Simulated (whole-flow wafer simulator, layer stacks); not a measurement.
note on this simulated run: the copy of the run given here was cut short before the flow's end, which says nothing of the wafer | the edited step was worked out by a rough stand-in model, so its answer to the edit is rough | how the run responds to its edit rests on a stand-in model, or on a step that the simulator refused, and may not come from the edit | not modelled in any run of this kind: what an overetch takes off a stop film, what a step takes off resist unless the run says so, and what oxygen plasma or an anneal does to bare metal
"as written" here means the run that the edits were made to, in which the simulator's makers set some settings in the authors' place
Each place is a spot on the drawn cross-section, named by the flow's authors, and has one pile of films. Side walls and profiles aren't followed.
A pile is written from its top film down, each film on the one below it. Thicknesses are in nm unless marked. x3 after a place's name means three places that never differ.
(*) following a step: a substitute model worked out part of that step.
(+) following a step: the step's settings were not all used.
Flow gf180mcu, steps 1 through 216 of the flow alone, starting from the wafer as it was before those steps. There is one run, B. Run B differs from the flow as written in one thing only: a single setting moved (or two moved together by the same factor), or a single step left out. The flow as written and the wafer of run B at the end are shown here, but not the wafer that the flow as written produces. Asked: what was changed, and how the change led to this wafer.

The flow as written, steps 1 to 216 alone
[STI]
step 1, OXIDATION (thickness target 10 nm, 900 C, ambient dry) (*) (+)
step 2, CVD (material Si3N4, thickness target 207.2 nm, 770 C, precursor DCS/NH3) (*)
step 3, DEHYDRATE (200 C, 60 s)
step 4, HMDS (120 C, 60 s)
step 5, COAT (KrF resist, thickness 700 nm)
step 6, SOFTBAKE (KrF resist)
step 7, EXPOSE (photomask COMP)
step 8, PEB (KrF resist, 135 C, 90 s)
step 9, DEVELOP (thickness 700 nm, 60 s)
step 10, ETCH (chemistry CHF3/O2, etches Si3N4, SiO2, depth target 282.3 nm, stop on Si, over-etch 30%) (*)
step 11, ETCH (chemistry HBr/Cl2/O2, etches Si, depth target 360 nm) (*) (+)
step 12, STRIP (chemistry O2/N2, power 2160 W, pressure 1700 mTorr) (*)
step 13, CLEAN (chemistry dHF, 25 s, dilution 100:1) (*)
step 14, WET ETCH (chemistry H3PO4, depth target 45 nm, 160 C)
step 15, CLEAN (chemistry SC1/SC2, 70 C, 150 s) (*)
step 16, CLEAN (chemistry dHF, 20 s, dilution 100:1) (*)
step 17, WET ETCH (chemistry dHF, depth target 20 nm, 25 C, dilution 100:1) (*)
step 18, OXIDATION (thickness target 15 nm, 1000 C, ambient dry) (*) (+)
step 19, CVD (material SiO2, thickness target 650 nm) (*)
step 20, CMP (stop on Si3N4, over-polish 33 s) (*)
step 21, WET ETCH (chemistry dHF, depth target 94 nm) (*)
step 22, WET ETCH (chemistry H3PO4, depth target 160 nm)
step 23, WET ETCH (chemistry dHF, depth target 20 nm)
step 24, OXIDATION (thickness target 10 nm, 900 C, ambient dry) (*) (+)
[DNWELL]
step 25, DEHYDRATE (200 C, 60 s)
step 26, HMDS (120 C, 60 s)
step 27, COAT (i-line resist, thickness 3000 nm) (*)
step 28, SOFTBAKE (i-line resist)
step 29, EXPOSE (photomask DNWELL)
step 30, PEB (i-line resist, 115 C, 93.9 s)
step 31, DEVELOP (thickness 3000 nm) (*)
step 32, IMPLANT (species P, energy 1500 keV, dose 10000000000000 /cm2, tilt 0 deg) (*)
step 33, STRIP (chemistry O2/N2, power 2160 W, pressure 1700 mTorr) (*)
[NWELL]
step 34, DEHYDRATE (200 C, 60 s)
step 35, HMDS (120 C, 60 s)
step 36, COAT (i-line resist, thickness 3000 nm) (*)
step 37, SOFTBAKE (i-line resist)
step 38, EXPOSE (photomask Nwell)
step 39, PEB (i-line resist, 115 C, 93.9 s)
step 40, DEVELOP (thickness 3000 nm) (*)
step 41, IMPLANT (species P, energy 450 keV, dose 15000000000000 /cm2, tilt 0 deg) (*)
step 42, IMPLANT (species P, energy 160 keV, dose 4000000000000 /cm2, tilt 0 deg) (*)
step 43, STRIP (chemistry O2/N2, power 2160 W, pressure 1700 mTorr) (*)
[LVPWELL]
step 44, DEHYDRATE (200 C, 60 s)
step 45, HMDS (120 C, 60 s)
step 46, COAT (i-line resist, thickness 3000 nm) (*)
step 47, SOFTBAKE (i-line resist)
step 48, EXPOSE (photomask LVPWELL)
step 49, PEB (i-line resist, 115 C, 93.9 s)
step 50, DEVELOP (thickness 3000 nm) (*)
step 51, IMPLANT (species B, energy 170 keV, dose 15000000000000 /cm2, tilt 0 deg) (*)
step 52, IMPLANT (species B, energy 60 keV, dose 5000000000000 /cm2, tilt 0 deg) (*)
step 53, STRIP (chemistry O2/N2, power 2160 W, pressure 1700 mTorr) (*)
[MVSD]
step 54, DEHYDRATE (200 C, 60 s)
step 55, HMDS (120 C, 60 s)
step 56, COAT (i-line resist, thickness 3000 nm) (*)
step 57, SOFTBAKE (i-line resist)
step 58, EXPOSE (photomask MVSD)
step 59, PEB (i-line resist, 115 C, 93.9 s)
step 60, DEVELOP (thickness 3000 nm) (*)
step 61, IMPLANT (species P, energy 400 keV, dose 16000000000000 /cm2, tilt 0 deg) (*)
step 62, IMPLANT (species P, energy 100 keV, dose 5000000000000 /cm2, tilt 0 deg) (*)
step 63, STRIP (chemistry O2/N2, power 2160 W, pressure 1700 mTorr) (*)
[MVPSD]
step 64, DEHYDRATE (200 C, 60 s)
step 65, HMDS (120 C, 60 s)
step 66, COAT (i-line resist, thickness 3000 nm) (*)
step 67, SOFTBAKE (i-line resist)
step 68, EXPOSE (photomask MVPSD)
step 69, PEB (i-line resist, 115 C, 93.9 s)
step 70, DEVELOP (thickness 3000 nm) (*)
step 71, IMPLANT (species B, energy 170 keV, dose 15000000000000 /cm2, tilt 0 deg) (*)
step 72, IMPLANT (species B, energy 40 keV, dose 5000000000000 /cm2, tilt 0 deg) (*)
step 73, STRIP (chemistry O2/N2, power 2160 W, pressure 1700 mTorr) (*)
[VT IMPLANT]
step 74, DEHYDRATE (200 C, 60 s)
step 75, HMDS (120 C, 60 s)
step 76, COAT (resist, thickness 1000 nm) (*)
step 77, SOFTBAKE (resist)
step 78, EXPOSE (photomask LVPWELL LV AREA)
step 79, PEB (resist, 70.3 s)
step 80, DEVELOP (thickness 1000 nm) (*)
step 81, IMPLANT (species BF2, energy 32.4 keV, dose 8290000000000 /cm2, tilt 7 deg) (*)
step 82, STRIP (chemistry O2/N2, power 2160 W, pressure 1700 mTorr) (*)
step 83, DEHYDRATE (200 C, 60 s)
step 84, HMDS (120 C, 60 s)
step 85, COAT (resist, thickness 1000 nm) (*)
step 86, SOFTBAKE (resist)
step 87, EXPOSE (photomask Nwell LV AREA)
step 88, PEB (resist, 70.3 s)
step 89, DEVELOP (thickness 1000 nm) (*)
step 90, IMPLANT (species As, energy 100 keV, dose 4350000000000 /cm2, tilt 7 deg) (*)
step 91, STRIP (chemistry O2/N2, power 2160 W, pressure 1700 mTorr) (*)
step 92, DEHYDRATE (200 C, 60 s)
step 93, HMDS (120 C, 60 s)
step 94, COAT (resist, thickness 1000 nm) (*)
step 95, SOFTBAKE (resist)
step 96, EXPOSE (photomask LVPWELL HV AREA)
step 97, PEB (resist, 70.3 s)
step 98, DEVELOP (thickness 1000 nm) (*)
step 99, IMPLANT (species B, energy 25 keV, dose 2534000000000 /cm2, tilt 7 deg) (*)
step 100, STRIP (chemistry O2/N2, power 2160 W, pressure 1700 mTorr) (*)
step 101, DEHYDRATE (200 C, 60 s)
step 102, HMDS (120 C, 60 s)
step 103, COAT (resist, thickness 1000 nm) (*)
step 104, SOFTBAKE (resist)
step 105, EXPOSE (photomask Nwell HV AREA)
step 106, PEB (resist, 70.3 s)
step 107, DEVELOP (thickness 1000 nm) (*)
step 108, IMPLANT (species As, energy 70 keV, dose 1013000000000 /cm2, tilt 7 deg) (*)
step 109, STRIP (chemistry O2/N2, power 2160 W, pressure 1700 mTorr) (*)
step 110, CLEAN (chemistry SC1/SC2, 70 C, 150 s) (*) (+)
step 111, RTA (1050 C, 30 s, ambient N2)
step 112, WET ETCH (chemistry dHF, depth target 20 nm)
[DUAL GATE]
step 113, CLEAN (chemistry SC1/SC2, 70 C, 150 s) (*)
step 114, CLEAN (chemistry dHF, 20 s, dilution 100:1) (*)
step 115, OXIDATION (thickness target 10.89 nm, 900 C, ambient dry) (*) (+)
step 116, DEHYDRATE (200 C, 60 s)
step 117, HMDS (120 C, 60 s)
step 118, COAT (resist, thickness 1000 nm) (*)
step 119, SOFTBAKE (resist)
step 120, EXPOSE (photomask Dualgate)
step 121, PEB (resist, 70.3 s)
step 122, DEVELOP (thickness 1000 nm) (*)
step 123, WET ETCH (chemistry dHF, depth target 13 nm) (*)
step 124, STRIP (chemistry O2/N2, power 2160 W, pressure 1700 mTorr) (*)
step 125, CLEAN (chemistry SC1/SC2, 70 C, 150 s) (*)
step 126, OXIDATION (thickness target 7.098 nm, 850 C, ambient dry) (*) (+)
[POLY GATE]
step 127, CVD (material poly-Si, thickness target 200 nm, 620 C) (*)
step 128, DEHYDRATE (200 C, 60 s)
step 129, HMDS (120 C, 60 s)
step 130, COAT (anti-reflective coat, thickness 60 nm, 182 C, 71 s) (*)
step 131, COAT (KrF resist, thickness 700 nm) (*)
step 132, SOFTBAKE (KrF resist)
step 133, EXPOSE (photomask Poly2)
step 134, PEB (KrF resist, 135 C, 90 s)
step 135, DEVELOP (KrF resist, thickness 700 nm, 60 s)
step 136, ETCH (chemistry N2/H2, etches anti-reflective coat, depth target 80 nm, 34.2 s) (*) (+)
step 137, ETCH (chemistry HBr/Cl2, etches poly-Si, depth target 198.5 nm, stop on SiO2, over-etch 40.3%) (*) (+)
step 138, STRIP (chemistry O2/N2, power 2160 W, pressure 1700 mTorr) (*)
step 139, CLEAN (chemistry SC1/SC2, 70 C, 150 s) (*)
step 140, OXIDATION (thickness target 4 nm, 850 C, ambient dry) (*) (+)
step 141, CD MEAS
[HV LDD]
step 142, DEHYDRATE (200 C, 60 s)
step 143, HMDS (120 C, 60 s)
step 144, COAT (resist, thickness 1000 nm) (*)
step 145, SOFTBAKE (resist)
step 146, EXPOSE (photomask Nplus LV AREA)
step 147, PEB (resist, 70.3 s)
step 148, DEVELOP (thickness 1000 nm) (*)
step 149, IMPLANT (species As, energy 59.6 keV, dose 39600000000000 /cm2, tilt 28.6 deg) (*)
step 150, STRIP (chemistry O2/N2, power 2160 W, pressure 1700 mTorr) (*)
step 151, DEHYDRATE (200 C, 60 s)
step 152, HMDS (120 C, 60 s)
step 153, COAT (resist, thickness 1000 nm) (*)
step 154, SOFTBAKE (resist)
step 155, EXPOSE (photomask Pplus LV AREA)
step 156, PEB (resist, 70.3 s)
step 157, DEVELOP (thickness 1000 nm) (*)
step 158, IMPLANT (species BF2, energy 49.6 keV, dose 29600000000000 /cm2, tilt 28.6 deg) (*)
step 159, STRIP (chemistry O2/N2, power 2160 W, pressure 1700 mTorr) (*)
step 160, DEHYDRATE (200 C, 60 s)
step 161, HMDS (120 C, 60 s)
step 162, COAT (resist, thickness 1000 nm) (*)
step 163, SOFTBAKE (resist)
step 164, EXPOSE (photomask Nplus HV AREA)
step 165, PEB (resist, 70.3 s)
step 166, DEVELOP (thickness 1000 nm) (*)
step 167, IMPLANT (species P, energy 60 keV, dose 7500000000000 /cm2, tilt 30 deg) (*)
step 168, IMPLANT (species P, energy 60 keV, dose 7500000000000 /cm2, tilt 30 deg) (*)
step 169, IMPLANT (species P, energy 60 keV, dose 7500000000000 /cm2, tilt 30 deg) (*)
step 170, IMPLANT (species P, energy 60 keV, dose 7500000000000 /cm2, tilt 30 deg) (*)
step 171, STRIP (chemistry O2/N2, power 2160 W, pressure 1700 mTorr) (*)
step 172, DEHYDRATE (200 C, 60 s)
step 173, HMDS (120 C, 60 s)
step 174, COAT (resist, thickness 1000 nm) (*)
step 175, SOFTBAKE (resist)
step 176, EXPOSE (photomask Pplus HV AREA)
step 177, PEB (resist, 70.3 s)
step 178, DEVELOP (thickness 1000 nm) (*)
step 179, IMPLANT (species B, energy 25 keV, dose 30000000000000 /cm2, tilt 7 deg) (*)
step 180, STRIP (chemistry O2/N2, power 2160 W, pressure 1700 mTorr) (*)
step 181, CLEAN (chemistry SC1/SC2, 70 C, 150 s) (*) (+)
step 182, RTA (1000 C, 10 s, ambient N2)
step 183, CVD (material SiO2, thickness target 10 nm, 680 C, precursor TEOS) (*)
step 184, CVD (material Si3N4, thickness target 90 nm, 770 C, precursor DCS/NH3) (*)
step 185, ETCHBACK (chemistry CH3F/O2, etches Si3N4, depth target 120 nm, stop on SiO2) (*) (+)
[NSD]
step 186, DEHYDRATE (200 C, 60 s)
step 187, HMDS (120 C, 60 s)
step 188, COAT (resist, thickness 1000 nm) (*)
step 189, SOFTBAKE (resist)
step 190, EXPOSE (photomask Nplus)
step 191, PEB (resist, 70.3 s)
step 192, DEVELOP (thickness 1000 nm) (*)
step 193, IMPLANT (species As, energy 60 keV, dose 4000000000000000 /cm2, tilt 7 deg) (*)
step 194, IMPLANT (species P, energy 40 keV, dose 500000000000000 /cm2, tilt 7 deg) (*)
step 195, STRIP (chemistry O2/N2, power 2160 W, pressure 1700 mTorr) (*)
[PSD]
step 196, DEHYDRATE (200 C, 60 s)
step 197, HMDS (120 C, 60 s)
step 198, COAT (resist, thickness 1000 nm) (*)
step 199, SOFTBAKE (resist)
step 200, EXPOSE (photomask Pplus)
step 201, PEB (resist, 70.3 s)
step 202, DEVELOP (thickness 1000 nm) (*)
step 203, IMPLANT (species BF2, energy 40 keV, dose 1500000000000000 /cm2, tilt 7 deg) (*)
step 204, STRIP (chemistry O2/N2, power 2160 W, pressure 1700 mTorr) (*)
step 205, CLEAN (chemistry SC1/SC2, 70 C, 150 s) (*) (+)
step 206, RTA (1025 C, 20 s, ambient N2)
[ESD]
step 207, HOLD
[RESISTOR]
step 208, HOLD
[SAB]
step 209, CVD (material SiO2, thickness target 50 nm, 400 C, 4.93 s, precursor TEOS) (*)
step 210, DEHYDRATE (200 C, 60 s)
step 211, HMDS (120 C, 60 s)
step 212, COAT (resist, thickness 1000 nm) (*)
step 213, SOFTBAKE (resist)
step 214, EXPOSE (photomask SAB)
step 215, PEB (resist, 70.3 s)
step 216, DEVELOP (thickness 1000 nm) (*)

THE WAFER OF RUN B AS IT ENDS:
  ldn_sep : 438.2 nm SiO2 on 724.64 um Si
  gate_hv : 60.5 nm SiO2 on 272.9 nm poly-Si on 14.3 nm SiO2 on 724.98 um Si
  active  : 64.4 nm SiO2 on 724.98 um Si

What caused this: step 127, CVD: thickness target 275 nm was run, while the flow as written has thickness target 200 nm.

How this came from the change, step by step:
  step 127, CVD (material poly-Si, thickness target 200 nm, 620 C) (*)
      field, field__w1, field__w2 and 89 more: +275 poly-Si (new film) (as written it would have been: +200 poly-Si (new film))
  step 137, ETCH (chemistry HBr/Cl2, etches poly-Si, depth target 198.5 nm, stop on SiO2, over-etch 40.3%) (*) (+)
      field__w6, sti, m1 and 11 more: -273.8 poly-Si (all of it) (as written it would have been: -198.8 poly-Si (all of it), -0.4 SiO2)
      field__w1, field__w2, field_sub__w3 and 7 more: -273.6 poly-Si (all of it) (as written it would have been: -198.6 poly-Si (all of it), -0.4 SiO2)
      (also at 40 further places)
  step 144, COAT (resist, thickness 1000 nm) (*)
      polyc_n, polyc_p: +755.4 resist (new film) (as written it would have been: +817.8 resist (new film))
      field_sub__w4: +1069.8 resist (new film) (as written it would have been: +1047.7 resist (new film))
      (also at 30 further places)
  step 145, SOFTBAKE (resist)
      field__w1: +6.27 resist (as written it would have been: +4.19 resist)
      field__w2: +4.25 resist (as written it would have been: +2.82 resist)
      (also at 73 further places)
  step 147, PEB (resist, 70.3 s)
      polyc_n, polyc_n_rim, polyc_p, polyc_p_rim: -11 resist (as written it would have been: -12.2 resist)
      ld_gate_n, ld_acc_n, ld_gate_p: -12.2 resist (as written it would have been: -13.2 resist)
      (also at 26 further places)
  step 148, DEVELOP (thickness 1000 nm) (*)
      gate: -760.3 resist (all of it) (as written it would have been: -822.7 resist (all of it))
      npoly_u: -761 resist (all of it) (as written it would have been: -821.5 resist (all of it))
      (also at 3 further places)
  step 150, STRIP (chemistry O2/N2, power 2160 W, pressure 1700 mTorr) (*)
      field_sub__w4: -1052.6 resist (all of it) (as written it would have been: -1030.9 resist (all of it))
      gate_hv: -765.4 resist (all of it) (as written it would have been: -824.2 resist (all of it))
      (also at 25 further places)
  step 153, COAT (resist, thickness 1000 nm) (*)
      polyc_n, polyc_p: +755.4 resist (new film) (as written it would have been: +817.8 resist (new film))
      field_sub__w4: +1069.8 resist (new film) (as written it would have been: +1047.7 resist (new film))
      (also at 30 further places)
  step 154, SOFTBAKE (resist)
      field__w1: +6.27 resist (as written it would have been: +4.19 resist)
      field__w2: +4.25 resist (as written it would have been: +2.82 resist)
      (also at 73 further places)
  step 156, PEB (resist, 70.3 s)
      polyc_n, polyc_n_rim, polyc_p, polyc_p_rim: -11 resist (as written it would have been: -12.2 resist)
      ld_gate_n, ld_acc_n, ld_gate_p: -12.2 resist (as written it would have been: -13.2 resist)
      (also at 26 further places)
  step 157, DEVELOP (thickness 1000 nm) (*)
      gate_p: -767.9 resist (all of it) (as written it would have been: -828.7 resist (all of it))
      ppoly_u: -768.7 resist (all of it) (as written it would have been: -827 resist (all of it))
      (also at 3 further places)
  step 159, STRIP (chemistry O2/N2, power 2160 W, pressure 1700 mTorr) (*)
      field_sub__w4: -1052.6 resist (all of it) (as written it would have been: -1030.9 resist (all of it))
      gate: -760.3 resist (all of it) (as written it would have been: -822.7 resist (all of it))
      (also at 25 further places)
  step 162, COAT (resist, thickness 1000 nm) (*)
      polyc_n, polyc_p: +755.4 resist (new film) (as written it would have been: +817.8 resist (new film))
      field_sub__w4: +1069.8 resist (new film) (as written it would have been: +1047.7 resist (new film))
      (also at 30 further places)
  step 163, SOFTBAKE (resist)
      field__w1: +6.27 resist (as written it would have been: +4.19 resist)
      field__w2: +4.25 resist (as written it would have been: +2.82 resist)
      (also at 73 further places)
  step 165, PEB (resist, 70.3 s)
      polyc_n, polyc_n_rim, polyc_p, polyc_p_rim: -11 resist (as written it would have been: -12.2 resist)
      ld_gate_n, ld_acc_n, ld_gate_p: -12.2 resist (as written it would have been: -13.2 resist)
      (also at 26 further places)
  step 166, DEVELOP (thickness 1000 nm) (*)
      gate_hv: -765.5 resist (all of it) (as written it would have been: -824.2 resist (all of it))
      gate_nat: -807.1 resist (all of it) (as written it would have been: -854.5 resist (all of it))
      (also at 8 further places)
  ... another 20 steps ...
  step 216, DEVELOP (thickness 1000 nm) (*)
      field__w3, field__w12: -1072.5 resist (all of it) (as written it would have been: -1049.4 resist (all of it))
      field__w2: -1058.3 resist (all of it) (as written it would have been: -1035.2 resist (all of it))
      (also at 41 further places)
